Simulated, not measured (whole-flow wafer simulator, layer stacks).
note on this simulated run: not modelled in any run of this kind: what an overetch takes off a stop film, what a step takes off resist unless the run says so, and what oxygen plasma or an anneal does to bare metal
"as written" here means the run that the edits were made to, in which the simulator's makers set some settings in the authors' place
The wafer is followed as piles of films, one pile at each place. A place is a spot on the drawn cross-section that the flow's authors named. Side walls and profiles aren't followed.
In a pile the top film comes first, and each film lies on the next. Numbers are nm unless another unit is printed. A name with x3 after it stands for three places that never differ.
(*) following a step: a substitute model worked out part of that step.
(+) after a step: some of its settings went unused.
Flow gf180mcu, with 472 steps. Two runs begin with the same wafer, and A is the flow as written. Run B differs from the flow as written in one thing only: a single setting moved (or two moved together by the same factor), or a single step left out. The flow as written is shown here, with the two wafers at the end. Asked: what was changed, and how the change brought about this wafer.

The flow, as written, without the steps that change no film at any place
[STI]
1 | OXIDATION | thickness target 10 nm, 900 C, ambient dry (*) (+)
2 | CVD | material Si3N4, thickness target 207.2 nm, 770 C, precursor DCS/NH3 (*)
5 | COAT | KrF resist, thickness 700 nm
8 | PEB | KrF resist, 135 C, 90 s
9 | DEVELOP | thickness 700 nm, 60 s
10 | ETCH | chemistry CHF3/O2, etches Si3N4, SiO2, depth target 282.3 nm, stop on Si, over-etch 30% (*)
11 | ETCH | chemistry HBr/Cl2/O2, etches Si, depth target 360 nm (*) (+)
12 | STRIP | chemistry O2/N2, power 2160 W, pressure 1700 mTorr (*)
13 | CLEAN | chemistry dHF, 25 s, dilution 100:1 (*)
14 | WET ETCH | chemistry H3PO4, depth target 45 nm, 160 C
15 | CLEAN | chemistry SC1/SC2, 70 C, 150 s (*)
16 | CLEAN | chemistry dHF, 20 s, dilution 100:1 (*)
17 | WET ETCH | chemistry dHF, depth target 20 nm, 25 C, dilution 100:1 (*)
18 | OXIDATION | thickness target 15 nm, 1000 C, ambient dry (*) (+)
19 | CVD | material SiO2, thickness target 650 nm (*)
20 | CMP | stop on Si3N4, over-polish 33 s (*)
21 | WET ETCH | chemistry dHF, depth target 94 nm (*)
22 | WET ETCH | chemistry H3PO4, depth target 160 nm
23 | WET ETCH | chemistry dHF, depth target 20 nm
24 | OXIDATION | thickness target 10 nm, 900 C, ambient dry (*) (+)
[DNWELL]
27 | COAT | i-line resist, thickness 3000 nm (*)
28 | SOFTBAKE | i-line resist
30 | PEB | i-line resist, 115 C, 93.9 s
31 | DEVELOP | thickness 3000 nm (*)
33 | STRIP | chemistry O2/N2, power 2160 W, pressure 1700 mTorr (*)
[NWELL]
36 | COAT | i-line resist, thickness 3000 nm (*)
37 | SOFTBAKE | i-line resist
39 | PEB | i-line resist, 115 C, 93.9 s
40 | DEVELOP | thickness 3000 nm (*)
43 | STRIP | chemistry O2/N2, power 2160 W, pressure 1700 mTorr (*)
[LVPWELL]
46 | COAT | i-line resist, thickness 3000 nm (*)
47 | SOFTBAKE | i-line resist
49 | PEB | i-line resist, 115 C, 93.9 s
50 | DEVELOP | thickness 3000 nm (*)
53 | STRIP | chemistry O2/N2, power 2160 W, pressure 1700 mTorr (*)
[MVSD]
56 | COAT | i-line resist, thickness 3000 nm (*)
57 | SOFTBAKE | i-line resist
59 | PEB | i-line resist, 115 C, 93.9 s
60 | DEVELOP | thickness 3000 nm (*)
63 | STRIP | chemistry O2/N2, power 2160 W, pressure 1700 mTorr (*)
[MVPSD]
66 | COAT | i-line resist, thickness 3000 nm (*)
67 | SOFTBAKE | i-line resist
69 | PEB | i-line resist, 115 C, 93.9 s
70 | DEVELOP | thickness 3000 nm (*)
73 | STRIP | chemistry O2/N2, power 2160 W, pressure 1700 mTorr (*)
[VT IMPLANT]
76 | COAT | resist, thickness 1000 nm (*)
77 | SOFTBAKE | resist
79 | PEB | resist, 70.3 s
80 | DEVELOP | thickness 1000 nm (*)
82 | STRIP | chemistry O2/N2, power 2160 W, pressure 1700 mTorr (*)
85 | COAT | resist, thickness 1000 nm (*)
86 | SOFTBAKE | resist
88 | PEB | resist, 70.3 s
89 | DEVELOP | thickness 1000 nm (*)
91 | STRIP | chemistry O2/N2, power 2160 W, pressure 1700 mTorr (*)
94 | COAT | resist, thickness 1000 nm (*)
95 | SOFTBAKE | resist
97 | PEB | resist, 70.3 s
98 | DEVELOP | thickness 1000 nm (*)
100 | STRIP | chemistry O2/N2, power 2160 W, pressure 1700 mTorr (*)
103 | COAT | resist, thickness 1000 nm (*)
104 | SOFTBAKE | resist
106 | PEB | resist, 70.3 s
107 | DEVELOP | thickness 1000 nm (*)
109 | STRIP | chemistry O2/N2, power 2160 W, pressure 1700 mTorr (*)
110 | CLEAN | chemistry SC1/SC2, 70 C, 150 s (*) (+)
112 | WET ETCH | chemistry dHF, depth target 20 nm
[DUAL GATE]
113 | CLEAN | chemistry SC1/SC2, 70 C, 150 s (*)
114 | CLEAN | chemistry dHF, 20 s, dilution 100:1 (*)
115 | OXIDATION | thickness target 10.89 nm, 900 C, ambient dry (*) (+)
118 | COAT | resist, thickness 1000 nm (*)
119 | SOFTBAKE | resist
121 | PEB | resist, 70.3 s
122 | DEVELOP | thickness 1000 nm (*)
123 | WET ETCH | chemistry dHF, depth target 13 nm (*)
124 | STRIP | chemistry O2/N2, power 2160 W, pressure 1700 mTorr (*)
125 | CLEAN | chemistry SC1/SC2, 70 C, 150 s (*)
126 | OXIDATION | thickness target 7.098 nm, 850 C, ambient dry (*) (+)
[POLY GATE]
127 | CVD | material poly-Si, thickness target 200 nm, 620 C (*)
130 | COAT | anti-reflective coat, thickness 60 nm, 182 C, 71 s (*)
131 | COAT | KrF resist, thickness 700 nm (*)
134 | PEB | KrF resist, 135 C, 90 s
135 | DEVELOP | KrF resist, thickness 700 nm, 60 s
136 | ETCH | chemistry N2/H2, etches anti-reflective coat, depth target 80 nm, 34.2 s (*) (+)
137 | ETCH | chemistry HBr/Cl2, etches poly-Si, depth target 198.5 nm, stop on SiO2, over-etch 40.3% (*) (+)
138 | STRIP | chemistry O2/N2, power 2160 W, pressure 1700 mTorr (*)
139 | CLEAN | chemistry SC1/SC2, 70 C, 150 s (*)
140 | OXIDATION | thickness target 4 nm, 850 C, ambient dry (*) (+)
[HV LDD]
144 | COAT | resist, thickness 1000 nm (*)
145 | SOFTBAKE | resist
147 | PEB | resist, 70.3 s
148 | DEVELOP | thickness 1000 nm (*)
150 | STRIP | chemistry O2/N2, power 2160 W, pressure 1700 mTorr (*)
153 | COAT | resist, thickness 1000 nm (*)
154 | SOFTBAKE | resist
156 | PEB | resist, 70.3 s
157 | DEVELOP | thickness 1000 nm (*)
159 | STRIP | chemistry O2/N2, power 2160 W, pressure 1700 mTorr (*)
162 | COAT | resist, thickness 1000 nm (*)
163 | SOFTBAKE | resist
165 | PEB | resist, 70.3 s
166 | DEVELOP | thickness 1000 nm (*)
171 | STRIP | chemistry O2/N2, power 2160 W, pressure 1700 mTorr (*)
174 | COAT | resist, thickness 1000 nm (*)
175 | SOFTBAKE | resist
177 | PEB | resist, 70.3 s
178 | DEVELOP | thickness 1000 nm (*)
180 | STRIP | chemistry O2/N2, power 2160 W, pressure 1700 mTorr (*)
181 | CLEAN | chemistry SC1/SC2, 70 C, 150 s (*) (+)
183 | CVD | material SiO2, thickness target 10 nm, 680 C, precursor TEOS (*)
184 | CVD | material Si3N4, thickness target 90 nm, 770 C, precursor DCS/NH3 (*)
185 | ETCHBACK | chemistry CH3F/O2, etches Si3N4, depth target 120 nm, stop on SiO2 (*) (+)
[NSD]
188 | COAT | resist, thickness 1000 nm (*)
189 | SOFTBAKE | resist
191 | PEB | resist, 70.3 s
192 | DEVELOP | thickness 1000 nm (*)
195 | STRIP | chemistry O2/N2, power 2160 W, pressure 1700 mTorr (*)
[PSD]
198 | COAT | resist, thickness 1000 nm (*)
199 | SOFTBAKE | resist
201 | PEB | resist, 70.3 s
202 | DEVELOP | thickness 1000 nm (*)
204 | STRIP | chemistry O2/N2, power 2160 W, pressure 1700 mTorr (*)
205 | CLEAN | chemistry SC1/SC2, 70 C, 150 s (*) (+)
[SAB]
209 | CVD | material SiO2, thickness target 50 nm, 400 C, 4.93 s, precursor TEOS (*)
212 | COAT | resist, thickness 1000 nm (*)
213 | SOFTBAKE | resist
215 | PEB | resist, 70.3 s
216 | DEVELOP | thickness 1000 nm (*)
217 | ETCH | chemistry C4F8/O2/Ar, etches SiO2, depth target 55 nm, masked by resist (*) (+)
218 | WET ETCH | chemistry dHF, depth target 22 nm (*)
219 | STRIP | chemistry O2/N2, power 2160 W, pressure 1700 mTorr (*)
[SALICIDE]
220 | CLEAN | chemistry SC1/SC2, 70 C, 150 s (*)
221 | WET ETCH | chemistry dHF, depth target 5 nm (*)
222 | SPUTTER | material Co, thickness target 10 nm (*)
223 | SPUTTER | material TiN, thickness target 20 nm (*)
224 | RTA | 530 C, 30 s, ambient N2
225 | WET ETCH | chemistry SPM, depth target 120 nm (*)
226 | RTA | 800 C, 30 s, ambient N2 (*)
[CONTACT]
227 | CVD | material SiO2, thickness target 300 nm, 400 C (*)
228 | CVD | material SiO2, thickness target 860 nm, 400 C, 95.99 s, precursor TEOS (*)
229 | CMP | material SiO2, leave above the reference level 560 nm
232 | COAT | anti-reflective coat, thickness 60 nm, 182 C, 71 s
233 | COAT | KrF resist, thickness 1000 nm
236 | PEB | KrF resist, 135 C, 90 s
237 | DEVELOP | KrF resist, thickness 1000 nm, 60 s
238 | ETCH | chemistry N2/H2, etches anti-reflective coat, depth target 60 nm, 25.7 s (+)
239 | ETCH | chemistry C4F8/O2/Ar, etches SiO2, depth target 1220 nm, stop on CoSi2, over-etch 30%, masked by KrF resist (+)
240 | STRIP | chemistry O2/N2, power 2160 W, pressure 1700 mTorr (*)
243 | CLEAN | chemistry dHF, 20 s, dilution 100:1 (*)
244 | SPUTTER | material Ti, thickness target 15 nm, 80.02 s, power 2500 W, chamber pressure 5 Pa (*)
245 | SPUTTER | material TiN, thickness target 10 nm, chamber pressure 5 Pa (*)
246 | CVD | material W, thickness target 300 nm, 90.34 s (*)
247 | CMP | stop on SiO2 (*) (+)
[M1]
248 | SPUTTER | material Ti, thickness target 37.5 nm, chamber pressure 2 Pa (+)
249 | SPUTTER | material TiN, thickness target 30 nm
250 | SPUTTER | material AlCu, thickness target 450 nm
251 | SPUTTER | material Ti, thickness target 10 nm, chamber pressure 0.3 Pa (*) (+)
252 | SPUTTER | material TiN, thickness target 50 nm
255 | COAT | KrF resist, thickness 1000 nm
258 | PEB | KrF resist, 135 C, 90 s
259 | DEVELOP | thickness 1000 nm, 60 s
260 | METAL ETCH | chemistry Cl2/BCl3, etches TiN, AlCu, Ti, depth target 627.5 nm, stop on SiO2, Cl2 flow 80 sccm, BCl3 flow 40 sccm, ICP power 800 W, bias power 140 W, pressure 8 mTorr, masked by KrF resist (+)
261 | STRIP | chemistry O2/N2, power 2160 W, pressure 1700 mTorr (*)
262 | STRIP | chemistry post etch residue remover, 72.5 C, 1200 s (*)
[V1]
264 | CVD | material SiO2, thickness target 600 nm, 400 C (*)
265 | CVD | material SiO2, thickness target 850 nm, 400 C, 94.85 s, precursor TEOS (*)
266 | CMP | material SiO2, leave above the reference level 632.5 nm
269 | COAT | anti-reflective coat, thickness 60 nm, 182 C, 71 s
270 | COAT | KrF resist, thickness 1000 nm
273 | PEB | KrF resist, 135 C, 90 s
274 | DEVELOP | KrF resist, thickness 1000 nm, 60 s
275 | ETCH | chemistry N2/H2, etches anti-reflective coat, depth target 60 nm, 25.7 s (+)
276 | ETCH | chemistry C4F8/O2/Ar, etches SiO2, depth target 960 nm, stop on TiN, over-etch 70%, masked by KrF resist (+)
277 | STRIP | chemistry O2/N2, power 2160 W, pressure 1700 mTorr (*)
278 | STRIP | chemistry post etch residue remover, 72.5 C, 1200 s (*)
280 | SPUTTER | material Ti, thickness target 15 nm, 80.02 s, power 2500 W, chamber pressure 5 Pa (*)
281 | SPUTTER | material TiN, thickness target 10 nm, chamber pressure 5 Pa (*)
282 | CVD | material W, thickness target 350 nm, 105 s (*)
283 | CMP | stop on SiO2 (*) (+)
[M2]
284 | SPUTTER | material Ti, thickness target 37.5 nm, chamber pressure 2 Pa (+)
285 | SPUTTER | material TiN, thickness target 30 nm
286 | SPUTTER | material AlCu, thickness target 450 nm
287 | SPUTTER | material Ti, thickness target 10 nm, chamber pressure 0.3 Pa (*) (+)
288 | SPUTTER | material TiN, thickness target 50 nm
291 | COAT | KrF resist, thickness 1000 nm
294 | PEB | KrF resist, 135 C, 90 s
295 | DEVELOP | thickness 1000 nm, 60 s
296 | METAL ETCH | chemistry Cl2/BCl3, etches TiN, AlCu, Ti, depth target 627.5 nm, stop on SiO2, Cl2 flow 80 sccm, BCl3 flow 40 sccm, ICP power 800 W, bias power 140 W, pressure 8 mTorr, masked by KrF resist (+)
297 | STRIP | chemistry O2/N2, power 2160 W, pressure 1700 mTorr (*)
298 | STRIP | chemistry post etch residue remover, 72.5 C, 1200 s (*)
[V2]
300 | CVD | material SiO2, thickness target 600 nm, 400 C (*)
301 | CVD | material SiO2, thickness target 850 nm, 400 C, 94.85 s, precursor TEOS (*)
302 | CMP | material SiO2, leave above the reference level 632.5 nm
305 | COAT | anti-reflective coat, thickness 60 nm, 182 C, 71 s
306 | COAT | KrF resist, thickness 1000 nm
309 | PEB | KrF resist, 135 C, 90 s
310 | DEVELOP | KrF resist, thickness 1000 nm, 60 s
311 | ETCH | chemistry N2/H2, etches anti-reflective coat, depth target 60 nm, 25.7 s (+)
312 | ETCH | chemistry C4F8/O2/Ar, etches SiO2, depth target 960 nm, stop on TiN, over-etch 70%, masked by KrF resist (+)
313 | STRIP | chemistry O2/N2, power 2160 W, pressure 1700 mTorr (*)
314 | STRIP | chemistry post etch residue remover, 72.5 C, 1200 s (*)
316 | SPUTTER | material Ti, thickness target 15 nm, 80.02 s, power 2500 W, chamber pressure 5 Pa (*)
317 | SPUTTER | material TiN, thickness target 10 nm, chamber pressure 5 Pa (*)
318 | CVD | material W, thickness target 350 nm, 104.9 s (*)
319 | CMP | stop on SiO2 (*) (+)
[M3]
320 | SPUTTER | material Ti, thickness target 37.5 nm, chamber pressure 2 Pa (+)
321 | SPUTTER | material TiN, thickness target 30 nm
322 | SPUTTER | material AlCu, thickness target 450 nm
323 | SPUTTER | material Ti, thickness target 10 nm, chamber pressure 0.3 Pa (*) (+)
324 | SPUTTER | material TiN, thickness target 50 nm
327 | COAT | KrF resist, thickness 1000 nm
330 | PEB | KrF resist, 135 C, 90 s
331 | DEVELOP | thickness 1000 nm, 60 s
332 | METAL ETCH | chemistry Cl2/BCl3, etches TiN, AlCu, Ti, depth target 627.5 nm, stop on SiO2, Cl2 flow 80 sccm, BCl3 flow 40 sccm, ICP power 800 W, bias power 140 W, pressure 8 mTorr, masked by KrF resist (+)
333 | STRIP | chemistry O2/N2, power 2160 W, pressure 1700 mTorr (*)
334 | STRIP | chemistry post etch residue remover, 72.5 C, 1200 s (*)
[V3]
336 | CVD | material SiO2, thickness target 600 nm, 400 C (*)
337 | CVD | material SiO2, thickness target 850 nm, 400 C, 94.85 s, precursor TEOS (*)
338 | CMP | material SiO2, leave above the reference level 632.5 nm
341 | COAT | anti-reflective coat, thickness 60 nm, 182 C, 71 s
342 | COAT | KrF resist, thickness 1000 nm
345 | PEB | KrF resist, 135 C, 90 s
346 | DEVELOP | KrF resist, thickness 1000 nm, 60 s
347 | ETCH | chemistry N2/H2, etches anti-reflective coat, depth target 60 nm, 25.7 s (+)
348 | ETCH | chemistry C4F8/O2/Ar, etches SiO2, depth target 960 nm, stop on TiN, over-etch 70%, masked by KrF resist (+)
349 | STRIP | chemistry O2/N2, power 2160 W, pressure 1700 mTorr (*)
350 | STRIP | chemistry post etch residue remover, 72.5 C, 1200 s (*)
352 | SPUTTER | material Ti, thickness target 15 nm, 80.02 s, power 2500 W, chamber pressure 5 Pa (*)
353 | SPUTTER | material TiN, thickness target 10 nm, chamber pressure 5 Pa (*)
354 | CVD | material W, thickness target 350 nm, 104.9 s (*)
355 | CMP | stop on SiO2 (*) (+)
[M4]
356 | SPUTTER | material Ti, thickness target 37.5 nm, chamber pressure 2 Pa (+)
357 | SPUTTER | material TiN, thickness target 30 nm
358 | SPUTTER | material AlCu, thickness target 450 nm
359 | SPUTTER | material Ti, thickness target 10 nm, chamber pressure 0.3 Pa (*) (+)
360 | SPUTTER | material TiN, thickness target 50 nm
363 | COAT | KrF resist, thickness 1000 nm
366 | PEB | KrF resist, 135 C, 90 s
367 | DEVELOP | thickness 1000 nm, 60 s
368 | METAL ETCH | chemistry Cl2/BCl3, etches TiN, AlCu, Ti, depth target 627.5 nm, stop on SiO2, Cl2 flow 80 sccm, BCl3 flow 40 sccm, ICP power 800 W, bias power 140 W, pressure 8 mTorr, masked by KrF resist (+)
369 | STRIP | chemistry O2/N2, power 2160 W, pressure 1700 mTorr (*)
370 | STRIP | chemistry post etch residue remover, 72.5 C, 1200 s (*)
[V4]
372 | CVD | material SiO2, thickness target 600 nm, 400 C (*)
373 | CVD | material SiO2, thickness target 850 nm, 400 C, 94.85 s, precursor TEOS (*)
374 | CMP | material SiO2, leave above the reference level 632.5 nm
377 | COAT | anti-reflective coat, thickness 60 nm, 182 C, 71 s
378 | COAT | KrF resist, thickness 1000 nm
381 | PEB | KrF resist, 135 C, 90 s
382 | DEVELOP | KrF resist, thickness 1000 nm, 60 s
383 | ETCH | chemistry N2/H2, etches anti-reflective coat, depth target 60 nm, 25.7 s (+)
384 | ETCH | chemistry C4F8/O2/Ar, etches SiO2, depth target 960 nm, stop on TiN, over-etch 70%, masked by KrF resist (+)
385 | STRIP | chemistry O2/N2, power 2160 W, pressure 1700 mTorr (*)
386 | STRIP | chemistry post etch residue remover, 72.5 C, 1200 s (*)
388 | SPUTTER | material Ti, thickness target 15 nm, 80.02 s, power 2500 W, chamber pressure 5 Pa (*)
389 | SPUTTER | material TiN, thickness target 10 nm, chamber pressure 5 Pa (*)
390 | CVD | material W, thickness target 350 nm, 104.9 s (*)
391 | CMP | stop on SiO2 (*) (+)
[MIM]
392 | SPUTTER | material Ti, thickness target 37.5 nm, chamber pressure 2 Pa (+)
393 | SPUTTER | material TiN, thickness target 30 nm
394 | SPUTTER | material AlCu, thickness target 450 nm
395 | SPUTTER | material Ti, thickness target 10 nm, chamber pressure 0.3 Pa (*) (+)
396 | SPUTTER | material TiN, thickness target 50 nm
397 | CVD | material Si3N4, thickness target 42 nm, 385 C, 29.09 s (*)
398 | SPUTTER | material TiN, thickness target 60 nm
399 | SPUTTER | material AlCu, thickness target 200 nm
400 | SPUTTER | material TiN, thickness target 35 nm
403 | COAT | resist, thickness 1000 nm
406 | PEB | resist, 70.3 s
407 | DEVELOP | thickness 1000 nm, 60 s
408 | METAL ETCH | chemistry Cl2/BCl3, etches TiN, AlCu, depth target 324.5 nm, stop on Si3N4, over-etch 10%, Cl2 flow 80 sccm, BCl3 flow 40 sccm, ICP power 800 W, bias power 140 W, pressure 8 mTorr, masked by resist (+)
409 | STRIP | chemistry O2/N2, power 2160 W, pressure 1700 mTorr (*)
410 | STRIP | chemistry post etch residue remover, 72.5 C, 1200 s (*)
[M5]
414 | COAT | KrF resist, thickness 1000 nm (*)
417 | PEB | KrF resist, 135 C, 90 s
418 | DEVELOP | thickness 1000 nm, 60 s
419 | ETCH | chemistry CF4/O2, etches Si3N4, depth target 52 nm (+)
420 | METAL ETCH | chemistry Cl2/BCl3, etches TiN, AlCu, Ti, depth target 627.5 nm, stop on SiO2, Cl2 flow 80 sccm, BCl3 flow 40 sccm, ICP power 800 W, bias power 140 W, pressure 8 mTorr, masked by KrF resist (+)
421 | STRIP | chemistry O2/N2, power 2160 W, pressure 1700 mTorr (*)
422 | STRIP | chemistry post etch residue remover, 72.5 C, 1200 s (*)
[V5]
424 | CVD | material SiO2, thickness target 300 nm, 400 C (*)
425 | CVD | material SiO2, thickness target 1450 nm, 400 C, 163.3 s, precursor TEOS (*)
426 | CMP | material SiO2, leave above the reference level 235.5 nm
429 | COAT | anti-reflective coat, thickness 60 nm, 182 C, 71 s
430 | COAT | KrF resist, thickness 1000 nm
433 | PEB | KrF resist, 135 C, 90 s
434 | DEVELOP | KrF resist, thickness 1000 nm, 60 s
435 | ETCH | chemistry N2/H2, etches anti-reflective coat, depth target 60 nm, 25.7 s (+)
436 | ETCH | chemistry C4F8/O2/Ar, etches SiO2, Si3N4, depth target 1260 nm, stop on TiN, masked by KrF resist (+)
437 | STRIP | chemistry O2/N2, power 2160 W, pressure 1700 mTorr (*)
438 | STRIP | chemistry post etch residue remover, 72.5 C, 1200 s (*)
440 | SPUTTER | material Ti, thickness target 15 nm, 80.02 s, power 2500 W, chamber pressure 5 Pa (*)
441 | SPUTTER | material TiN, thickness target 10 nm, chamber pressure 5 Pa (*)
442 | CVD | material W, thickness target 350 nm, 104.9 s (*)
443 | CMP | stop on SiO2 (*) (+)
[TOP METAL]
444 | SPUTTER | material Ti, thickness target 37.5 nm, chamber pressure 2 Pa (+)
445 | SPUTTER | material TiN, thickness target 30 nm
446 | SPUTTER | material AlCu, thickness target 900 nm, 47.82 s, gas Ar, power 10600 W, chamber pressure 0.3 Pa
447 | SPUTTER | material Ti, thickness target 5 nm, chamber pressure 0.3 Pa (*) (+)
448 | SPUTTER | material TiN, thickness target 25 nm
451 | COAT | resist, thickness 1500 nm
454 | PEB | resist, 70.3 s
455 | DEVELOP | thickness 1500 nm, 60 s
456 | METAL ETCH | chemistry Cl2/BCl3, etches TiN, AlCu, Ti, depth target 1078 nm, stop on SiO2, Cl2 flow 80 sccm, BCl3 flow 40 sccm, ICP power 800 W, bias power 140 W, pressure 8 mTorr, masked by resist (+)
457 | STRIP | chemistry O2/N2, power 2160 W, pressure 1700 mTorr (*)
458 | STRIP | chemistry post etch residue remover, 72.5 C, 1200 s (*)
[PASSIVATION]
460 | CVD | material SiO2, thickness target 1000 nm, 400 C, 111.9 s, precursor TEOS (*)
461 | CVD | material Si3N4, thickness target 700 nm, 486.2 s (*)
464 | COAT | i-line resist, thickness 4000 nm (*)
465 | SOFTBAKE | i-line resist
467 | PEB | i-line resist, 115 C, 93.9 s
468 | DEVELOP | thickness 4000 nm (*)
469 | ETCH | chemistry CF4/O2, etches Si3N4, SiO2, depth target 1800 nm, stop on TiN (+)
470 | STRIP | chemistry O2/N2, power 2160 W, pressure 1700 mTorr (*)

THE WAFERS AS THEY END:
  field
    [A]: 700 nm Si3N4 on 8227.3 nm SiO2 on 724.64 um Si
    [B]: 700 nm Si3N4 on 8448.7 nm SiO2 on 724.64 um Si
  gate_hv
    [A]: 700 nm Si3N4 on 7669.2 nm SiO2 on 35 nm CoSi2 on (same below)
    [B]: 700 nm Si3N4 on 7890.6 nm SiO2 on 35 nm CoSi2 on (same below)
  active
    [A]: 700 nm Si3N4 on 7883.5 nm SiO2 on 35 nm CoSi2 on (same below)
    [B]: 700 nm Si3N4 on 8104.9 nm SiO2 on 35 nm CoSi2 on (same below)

The reason: step 302, CMP: leave above the reference level 853.9 nm was run, whereas the flow has leave above the reference level 632.5 nm.

Step by step, how the change led to this:
  302 | CMP | material SiO2, leave above the reference level 632.5 nm
      field, field__w1, field__w2 and 103 more: A -300 SiO2 | B -78.6 SiO2
      field__w8, contact, m1, m1__w1, m1_nw: A -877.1 SiO2 | B -655.7 SiO2
  312 | ETCH | chemistry C4F8/O2/Ar, etches SiO2, depth target 960 nm, stop on TiN, over-etch 70%, masked by KrF resist (+)
      contact: A -572.5 SiO2 (all of it) | B -793.9 SiO2 (all of it)
  316 | SPUTTER | material Ti, thickness target 15 nm, 80.02 s, power 2500 W, chamber pressure 5 Pa (*)
      contact: A +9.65 Ti (new film) | B +8.49 Ti (new film)
  317 | SPUTTER | material TiN, thickness target 10 nm, chamber pressure 5 Pa (*)
      contact: A +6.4 TiN (new film) | B +5.63 TiN (new film)
  318 | CVD | material W, thickness target 350 nm, 104.9 s (*)
      contact: A +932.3 W (new film) | B +1155.6 W (new film)
